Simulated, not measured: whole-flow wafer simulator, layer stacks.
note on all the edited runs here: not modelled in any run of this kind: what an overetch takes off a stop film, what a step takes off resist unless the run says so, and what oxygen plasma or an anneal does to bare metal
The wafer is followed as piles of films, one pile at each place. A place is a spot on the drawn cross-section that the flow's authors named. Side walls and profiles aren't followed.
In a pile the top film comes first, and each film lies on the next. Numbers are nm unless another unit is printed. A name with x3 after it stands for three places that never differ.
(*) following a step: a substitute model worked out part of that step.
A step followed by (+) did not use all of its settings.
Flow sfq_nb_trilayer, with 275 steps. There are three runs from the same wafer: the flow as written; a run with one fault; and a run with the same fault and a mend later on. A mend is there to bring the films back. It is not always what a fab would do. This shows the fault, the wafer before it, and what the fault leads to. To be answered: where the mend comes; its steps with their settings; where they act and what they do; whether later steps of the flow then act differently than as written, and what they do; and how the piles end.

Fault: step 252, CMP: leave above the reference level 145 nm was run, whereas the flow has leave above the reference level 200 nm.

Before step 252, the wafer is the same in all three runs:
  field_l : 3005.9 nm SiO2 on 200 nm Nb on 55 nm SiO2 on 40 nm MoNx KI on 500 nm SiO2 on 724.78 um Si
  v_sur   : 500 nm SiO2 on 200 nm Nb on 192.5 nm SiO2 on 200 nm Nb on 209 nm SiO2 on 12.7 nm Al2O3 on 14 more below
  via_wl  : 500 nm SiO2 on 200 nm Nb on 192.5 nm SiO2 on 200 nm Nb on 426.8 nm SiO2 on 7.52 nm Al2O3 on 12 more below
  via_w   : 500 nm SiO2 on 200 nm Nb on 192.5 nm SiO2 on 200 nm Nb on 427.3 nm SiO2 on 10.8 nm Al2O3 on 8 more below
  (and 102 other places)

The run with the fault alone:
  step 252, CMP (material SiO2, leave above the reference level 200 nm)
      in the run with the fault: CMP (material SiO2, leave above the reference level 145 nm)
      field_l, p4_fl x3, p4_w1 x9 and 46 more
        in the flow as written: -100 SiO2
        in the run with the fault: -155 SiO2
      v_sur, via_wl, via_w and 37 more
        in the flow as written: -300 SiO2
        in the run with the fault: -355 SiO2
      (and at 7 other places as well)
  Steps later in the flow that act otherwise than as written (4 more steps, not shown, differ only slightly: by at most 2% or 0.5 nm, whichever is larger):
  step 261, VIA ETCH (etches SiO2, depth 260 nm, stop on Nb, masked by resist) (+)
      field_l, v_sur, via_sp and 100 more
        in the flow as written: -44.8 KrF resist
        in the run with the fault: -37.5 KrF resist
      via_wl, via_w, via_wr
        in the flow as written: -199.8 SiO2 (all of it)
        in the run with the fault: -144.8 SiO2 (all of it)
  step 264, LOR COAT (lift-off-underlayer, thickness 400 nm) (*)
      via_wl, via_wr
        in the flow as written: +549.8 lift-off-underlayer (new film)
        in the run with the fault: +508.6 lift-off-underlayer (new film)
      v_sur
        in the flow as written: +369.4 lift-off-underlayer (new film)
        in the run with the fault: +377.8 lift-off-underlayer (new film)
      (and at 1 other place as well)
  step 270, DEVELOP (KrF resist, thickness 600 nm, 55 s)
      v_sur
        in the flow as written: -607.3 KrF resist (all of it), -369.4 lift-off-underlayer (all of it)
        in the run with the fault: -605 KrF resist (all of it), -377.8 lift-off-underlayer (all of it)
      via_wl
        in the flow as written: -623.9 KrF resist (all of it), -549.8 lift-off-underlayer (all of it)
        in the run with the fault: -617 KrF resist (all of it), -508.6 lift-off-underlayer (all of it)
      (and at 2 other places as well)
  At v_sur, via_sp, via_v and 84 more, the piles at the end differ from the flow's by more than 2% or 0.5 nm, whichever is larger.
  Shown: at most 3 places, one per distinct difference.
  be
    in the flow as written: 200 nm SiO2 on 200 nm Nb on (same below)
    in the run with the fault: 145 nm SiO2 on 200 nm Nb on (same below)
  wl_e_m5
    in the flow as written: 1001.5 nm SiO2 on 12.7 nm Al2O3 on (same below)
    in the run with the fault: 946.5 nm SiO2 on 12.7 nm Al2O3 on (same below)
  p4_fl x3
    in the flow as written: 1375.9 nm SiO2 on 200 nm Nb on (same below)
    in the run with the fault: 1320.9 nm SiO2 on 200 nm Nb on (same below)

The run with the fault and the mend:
  The mend follows step 259.
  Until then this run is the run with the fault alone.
  step 259a, STRIP (over-ash 65%, gas O2, power 200 W) (*)
      field_l, v_sur, via_sp and 100 more
        -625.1 KrF resist (all of it), -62 anti-reflective coat (all of it)
      via_wl, via_w, via_wr
        -62 anti-reflective coat (all of it)
  step 259b, PECVD (material SiO2, thickness 55 nm, 150 C, 12.22 s, RF power 183.3 W, pressure 2.4 Torr, precursor SiH4/N2O) (a further turn of the flow's step 251, with different settings)
      field_l, v_sur, via_wl and 103 more
        +55 SiO2
  step 259c, COAT (anti-reflective coat, thickness 62 nm) (a further turn of the flow's step 254)
      field_l, v_sur, via_wl and 103 more
        +62 anti-reflective coat (new film)
  step 259d, COAT (KrF resist, thickness 650 nm) (a further turn of the flow's step 255)
      field_l, v_sur, via_wl and 103 more
        +650 KrF resist (new film)
  step 259e, SOFTBAKE (KrF resist) (a further turn of the flow's step 256)
      leaves every film unchanged at each place that is followed
  step 259f, EXPOSE (photomask I7, dose 11.93 mJ/cm2, NA 0.6, wavelength 248 nm) (*) (a further turn of the flow's step 257)
      leaves every film unchanged at each place that is followed
  step 259g, PEB (KrF resist, 90 s) (a further turn of the flow's step 258)
      field_l, v_sur, via_wl and 103 more
        -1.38 KrF resist
  step 259h, DEVELOP (KrF resist, thickness 650 nm, 60 s) (a further turn of the flow's step 259)
      field_l, v_sur, via_sp and 100 more
        -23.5 KrF resist
      via_wl, via_w, via_wr
        -648.6 KrF resist (all of it)
  Later steps of the flow that are run all act as written at every place that is followed.
  The piles end the same as the flow's at every place that both follow.
